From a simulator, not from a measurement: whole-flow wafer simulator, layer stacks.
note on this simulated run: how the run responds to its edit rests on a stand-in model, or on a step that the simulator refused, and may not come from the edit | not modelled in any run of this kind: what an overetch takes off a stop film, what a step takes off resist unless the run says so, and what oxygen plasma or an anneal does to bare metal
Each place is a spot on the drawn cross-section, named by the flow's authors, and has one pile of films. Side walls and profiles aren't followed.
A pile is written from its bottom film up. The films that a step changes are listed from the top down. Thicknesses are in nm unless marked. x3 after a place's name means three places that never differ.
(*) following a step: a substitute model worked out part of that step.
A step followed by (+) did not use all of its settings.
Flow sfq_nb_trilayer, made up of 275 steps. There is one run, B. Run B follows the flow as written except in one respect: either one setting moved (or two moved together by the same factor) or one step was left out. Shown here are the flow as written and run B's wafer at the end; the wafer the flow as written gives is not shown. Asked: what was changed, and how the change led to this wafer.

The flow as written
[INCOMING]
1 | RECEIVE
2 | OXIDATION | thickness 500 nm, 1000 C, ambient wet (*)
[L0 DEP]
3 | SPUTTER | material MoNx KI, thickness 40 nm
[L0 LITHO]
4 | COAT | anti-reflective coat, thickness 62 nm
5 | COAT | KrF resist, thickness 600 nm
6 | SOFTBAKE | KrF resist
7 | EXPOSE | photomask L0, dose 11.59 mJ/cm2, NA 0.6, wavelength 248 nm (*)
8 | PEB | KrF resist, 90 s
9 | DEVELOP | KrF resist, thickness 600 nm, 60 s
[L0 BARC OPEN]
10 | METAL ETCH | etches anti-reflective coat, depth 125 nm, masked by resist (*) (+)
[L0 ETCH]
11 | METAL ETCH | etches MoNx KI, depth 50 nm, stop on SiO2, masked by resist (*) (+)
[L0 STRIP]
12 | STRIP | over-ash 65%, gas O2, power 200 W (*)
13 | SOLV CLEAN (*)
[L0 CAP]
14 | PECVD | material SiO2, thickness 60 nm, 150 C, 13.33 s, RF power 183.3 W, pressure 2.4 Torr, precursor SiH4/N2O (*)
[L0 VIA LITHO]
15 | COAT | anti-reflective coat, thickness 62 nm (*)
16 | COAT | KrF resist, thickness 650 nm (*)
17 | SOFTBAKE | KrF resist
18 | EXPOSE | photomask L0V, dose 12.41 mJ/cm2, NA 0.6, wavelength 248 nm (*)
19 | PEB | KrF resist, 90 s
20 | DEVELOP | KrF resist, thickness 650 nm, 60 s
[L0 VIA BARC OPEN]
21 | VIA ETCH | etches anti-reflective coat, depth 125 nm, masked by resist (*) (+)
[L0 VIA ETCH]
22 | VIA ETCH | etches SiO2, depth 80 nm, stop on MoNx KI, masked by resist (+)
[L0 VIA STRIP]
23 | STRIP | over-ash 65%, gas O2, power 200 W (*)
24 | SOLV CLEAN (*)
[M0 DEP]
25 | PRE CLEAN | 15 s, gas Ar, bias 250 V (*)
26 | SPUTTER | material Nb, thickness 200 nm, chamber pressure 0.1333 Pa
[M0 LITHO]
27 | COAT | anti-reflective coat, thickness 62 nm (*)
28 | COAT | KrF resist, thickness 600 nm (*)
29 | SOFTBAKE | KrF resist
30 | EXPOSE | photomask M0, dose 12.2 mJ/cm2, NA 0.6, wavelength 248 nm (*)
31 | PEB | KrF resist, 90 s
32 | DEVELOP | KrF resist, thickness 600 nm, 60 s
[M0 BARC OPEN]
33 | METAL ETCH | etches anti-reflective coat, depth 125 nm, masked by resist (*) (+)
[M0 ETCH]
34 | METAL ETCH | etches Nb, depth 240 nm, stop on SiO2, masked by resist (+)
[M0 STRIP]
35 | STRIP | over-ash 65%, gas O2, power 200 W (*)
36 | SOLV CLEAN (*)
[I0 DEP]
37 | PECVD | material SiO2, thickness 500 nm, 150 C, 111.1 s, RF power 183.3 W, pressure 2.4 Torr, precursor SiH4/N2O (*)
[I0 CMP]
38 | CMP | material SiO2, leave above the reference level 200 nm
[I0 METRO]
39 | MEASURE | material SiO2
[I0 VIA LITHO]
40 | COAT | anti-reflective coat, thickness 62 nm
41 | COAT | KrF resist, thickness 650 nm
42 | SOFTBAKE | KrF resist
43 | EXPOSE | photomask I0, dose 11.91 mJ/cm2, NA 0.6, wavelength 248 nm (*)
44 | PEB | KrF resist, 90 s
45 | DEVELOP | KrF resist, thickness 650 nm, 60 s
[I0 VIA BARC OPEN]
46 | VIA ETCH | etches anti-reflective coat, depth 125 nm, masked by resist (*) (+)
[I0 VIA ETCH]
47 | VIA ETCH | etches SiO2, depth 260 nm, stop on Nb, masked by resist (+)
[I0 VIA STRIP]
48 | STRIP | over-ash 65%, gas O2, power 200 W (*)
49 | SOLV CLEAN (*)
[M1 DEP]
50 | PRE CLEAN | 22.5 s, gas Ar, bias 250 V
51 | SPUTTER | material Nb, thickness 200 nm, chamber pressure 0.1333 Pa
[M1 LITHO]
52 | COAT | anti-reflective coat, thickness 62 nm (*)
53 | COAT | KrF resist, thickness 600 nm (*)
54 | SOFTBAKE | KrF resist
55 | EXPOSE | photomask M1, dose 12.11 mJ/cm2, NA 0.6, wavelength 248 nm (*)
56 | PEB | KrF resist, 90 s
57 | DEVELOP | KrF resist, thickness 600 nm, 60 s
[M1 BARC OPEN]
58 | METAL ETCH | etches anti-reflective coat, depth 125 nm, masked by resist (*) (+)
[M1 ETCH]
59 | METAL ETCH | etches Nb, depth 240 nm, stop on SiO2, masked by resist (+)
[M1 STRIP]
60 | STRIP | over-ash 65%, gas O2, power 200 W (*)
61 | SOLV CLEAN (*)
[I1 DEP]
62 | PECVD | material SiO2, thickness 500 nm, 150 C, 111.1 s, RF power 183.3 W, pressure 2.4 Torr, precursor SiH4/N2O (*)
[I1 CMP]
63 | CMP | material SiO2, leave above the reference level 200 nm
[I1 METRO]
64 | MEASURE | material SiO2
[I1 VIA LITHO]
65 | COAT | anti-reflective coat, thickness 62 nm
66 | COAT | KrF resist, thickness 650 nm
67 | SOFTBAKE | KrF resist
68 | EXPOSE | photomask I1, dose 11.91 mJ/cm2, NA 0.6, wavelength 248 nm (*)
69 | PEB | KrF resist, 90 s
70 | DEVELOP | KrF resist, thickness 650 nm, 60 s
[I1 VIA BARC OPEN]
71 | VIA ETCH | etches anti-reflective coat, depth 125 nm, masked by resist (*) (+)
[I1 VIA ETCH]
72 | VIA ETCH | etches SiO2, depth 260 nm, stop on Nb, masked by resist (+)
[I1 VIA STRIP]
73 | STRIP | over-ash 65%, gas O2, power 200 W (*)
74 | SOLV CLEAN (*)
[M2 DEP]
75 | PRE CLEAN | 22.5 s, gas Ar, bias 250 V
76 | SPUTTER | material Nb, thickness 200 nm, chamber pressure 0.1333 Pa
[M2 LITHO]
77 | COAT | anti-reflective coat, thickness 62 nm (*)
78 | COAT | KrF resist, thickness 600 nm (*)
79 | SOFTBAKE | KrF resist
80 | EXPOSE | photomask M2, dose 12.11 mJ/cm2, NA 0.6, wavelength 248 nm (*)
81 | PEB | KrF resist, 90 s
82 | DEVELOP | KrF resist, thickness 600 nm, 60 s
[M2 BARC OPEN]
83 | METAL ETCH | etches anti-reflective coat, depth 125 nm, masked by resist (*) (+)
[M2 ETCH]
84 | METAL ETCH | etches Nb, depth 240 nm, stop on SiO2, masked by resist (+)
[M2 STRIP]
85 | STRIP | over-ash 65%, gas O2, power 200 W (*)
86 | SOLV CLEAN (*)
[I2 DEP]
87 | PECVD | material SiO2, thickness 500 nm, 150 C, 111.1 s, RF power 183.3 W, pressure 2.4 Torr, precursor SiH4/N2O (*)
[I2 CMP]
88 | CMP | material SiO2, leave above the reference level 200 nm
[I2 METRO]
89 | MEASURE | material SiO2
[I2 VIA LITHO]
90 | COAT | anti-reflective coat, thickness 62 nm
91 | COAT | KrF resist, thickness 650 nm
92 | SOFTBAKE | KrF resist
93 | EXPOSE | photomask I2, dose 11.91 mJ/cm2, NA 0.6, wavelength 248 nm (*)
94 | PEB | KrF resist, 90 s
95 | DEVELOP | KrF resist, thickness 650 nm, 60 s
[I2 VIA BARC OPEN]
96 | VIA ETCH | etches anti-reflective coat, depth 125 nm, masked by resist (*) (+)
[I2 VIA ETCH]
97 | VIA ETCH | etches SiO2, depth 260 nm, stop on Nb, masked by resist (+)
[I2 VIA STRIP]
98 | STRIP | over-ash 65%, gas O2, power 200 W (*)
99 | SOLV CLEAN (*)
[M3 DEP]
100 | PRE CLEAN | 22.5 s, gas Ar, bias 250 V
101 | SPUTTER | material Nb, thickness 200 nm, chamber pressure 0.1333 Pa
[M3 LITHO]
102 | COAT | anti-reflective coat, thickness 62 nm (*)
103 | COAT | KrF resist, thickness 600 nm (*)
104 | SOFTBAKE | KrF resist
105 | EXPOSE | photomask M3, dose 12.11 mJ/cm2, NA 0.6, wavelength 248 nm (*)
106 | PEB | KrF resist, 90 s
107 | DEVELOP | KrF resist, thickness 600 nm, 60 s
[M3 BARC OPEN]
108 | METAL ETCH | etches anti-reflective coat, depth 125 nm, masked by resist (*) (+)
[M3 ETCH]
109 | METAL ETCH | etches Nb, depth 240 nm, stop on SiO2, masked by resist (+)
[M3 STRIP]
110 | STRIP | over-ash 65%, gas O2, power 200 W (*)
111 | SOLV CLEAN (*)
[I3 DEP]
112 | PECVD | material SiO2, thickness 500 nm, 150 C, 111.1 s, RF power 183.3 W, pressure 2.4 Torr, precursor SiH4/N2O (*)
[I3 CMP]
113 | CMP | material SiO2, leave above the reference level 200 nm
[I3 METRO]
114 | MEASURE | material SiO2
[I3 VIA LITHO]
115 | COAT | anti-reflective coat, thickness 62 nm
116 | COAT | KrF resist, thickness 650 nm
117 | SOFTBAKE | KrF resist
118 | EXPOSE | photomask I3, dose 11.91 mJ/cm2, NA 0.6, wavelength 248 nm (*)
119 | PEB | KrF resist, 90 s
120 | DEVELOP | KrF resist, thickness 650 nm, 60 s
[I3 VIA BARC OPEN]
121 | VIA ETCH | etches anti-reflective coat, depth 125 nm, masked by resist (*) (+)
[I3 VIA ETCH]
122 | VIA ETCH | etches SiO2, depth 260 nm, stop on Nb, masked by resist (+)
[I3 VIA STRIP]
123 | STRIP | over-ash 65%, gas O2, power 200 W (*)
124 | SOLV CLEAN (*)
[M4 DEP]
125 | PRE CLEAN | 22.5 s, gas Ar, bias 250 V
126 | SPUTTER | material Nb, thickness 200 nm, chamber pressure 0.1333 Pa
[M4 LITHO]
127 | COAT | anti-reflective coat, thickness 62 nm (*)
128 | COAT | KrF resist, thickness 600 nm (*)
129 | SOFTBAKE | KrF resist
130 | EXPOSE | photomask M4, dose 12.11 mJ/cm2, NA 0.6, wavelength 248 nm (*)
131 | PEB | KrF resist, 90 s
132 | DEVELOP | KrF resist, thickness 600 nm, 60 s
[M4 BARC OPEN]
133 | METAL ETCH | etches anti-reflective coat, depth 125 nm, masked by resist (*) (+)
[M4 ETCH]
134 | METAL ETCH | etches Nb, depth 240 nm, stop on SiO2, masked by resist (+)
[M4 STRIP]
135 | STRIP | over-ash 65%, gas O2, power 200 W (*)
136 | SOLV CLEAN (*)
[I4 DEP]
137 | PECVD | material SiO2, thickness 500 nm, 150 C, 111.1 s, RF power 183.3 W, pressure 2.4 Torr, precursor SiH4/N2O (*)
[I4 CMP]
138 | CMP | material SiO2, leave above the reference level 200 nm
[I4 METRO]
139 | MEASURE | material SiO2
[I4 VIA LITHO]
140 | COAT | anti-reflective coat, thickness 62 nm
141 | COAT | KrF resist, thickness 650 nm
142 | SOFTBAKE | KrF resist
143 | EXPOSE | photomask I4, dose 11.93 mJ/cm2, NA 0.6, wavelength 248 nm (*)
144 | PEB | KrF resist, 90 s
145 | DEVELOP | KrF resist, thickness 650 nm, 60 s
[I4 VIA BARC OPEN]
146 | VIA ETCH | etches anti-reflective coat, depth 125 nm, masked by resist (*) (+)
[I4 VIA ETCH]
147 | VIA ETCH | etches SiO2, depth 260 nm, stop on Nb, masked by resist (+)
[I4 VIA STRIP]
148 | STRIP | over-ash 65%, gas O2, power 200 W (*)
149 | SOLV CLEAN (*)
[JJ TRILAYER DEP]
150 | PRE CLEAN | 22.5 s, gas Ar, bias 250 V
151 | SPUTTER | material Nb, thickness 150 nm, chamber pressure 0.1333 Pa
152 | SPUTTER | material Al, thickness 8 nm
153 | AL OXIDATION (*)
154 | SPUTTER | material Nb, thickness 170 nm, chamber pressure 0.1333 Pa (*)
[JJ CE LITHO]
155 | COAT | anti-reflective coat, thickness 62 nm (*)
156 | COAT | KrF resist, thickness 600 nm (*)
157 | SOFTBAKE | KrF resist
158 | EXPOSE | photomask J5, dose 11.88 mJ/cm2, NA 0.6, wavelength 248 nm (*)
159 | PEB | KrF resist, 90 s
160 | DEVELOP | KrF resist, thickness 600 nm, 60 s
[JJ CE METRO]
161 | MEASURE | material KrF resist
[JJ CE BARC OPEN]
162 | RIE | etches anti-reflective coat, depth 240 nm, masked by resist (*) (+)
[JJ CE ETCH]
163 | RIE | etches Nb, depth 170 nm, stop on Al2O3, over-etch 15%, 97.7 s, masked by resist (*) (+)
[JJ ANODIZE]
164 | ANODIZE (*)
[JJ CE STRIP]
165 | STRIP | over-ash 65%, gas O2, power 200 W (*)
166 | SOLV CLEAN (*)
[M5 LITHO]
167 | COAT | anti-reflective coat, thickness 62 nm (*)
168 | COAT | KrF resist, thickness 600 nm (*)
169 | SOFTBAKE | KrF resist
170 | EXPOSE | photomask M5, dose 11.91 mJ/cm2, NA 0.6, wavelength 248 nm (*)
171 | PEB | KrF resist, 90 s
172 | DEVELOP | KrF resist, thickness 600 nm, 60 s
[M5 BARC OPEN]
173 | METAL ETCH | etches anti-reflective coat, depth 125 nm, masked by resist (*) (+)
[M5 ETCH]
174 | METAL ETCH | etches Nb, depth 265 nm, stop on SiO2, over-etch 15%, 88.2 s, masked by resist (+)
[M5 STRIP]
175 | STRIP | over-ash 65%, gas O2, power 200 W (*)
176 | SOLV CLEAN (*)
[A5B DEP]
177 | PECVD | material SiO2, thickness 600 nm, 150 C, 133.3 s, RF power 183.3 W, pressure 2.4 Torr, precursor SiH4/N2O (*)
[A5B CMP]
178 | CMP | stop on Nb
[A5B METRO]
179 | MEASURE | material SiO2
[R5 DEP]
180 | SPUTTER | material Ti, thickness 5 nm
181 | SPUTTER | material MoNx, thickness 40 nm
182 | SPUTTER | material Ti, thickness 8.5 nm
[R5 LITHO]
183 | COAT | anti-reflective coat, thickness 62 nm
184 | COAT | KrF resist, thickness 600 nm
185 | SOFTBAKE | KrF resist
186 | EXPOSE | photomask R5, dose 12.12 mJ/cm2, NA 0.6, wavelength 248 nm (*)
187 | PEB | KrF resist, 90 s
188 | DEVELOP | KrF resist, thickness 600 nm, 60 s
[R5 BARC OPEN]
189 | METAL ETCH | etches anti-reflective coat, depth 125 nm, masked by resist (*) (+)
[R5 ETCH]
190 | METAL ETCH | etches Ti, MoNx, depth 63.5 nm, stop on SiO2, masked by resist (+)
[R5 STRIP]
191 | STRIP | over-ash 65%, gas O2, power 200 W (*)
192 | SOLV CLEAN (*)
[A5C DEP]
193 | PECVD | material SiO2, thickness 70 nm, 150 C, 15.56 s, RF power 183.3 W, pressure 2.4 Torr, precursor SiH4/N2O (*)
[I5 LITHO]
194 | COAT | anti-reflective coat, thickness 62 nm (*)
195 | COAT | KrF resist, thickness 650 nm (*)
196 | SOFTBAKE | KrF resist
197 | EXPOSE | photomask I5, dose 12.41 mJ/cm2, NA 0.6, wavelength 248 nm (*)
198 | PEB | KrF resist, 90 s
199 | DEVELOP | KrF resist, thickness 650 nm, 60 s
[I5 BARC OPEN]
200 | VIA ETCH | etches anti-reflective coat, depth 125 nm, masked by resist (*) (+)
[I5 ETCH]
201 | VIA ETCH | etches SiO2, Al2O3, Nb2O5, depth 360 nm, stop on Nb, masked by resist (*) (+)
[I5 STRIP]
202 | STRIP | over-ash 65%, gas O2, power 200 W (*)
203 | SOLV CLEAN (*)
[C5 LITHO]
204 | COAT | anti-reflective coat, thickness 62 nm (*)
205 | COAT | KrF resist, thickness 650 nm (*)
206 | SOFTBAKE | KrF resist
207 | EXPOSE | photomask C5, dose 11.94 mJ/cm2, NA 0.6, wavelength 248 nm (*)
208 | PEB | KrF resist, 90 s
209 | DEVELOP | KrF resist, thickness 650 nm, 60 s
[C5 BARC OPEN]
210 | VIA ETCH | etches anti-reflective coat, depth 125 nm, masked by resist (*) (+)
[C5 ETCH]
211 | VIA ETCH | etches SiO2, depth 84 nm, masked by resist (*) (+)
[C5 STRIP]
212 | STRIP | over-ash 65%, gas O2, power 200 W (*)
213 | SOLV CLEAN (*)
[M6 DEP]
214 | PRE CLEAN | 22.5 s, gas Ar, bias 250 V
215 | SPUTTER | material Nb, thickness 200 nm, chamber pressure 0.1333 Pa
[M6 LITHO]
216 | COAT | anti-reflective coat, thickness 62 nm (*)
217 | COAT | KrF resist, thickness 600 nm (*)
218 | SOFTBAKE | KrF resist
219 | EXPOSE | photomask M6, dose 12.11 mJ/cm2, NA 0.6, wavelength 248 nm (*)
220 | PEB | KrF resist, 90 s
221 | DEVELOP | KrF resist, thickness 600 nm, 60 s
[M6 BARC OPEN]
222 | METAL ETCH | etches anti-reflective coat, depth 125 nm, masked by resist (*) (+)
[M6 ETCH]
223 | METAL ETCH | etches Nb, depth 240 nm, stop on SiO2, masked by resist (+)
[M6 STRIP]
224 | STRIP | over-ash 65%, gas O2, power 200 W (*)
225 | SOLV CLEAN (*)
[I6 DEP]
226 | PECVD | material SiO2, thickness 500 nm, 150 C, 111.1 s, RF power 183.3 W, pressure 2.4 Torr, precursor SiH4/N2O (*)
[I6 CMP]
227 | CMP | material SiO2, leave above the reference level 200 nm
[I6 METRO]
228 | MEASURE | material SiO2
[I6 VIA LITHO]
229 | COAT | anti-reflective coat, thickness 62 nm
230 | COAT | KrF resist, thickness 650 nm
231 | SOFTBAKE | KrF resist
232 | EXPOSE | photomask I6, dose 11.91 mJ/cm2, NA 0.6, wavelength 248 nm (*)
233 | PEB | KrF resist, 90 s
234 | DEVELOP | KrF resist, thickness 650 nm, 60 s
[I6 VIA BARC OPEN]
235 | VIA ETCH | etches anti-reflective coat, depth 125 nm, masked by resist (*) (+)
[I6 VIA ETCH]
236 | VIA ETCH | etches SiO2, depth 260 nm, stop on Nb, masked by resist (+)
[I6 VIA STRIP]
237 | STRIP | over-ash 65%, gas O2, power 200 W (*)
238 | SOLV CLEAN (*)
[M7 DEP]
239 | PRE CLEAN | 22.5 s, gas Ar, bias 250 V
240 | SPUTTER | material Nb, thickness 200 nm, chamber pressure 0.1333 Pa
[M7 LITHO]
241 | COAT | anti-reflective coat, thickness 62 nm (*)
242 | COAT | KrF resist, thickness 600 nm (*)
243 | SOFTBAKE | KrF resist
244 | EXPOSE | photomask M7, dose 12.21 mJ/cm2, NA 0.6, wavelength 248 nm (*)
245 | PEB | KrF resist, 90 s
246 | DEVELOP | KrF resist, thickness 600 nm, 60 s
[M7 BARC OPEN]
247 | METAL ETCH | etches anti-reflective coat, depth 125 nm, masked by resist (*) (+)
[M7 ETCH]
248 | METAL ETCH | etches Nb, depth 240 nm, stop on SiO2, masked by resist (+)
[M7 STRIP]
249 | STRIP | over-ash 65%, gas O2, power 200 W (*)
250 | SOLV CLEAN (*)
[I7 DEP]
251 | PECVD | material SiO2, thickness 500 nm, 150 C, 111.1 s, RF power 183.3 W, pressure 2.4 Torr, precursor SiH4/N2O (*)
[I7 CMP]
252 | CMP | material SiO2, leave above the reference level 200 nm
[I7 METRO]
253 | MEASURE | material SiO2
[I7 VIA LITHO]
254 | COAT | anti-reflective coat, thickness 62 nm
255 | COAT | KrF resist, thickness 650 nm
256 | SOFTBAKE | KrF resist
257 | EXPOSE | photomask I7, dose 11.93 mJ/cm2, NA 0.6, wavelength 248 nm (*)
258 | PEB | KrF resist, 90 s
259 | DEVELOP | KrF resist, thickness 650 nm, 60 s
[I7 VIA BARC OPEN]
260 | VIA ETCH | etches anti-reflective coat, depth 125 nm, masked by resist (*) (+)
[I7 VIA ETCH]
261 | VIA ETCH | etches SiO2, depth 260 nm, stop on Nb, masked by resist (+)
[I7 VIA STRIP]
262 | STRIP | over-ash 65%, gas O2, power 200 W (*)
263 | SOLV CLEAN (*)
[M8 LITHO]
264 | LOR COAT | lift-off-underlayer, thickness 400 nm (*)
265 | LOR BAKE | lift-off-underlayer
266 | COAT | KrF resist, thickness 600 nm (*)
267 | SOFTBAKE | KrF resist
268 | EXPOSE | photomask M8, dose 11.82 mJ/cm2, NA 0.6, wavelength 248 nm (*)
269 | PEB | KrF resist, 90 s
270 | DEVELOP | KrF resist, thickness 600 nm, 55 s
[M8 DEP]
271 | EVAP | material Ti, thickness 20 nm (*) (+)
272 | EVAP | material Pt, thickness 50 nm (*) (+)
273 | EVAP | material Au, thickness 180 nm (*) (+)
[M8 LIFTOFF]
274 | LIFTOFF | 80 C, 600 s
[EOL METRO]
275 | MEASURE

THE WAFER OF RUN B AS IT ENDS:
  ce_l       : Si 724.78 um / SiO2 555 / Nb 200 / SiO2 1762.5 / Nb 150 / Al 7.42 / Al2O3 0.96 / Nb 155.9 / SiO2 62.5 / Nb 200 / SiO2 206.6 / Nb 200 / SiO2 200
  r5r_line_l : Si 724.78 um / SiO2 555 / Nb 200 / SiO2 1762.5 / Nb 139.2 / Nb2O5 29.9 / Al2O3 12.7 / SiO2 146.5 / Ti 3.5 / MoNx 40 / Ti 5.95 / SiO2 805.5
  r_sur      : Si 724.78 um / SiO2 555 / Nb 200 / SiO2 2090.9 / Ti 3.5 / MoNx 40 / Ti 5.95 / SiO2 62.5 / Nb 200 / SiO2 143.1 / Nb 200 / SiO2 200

What caused this: step 180, SPUTTER: thickness 3.5 nm was run, though the flow has thickness 5 nm; step 182, SPUTTER: thickness 5.95 nm was run, where the flow has thickness 8.5 nm.
The wafer itself shows it: r5r_line_l has Ti 3.5, and step 180 as written asks for 5 nm.

How this came from the change, step by step:
  180 | SPUTTER | material Ti, thickness 5 nm
      field_l, v_sur, via_wl and 103 more: +3.5 Ti (new film) (as written it would have been: +5 Ti (new film))
  182 | SPUTTER | material Ti, thickness 8.5 nm
      field_l, v_sur, via_wl and 103 more: +5.95 Ti (new film) (as written it would have been: +8.5 Ti (new film))
  190 | METAL ETCH | etches Ti, MoNx, depth 63.5 nm, stop on SiO2, masked by resist (+)
      field_l, v_sur, via_wl and 92 more: -5.95 Ti (all of it), -40 MoNx (all of it), -3.5 Ti (all of it) (as written it would have been: -8.5 Ti (all of it), -40 MoNx (all of it), -5 Ti (all of it))
      ce_l, c5j, ce_r, wl_jj: -5.95 Ti (all of it), -40 MoNx (all of it), -3.5 Ti (all of it), -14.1 Nb (as written it would have been: -8.5 Ti (all of it), -40 MoNx (all of it), -5 Ti (all of it), -10 Nb)
  194 | COAT | anti-reflective coat, thickness 62 nm (*)
      r5r_spacepad_l, r5r_spacepad_r: +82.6 anti-reflective coat (new film) (as written it would have been: +84.4 anti-reflective coat (new film))
      ce_l: +69 anti-reflective coat (new film) (as written it would have been: +67.2 anti-reflective coat (new film))
      (and at 2 other places as well)
  202 | STRIP | over-ash 65%, gas O2, power 200 W (*)
      r5r_spacepad_l, r5r_spacepad_r: -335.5 KrF resist (all of it), -82.6 anti-reflective coat (all of it) (as written it would have been: -335.6 KrF resist (all of it), -84.4 anti-reflective coat (all of it))
      ce_l: -342.6 KrF resist (all of it), -69 anti-reflective coat (all of it) (as written it would have been: -341.5 KrF resist (all of it), -67.2 anti-reflective coat (all of it))
      (and at 2 other places as well)
  204 | COAT | anti-reflective coat, thickness 62 nm (*)
      r5r_spacepad_l, r5r_spacepad_r: +82.6 anti-reflective coat (new film) (as written it would have been: +84.4 anti-reflective coat (new film))
      ce_l: +67.8 anti-reflective coat (new film) (as written it would have been: +66 anti-reflective coat (new film))
      (and at 2 other places as well)
  212 | STRIP | over-ash 65%, gas O2, power 200 W (*)
      r5r_spacepad_l, r5r_spacepad_r: -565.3 KrF resist (all of it), -82.6 anti-reflective coat (all of it) (as written it would have been: -565.8 KrF resist (all of it), -84.4 anti-reflective coat (all of it))
      ce_l: -568.2 KrF resist (all of it), -67.8 anti-reflective coat (all of it) (as written it would have been: -567.4 KrF resist (all of it), -66 anti-reflective coat (all of it))
      (and at 2 other places as well)
  216 | COAT | anti-reflective coat, thickness 62 nm (*)
      r5r_spacepad_l, r5r_spacepad_r: +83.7 anti-reflective coat (new film) (as written it would have been: +85.7 anti-reflective coat (new film))
      ce_l: +49.3 anti-reflective coat (new film) (as written it would have been: +48 anti-reflective coat (new film))
      (and at 2 other places as well)
  222 | METAL ETCH | etches anti-reflective coat, depth 125 nm, masked by resist (*) (+)
      r5r_spacepad_l, r5r_spacepad_r: -83.7 anti-reflective coat (all of it) (as written it would have been: -85.7 anti-reflective coat (all of it))
  224 | STRIP | over-ash 65%, gas O2, power 200 W (*)
      ce_l: -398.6 KrF resist (all of it), -49.3 anti-reflective coat (all of it) (as written it would have been: -397.1 KrF resist (all of it), -48 anti-reflective coat (all of it))
      ce_r: -404.6 KrF resist (all of it), -50 anti-reflective coat (all of it) (as written it would have been: -403.5 KrF resist (all of it), -48.8 anti-reflective coat (all of it))
      (and at 1 other place as well)
  227 | CMP | material SiO2, leave above the reference level 200 nm
      r5r_line_l, r5r_line_c, r5r_line_r: -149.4 SiO2 (as written it would have been: -153.5 SiO2)
      r5r_spacepad_l, r5r_spacepad_r: -146.9 SiO2 (as written it would have been: -153.5 SiO2)
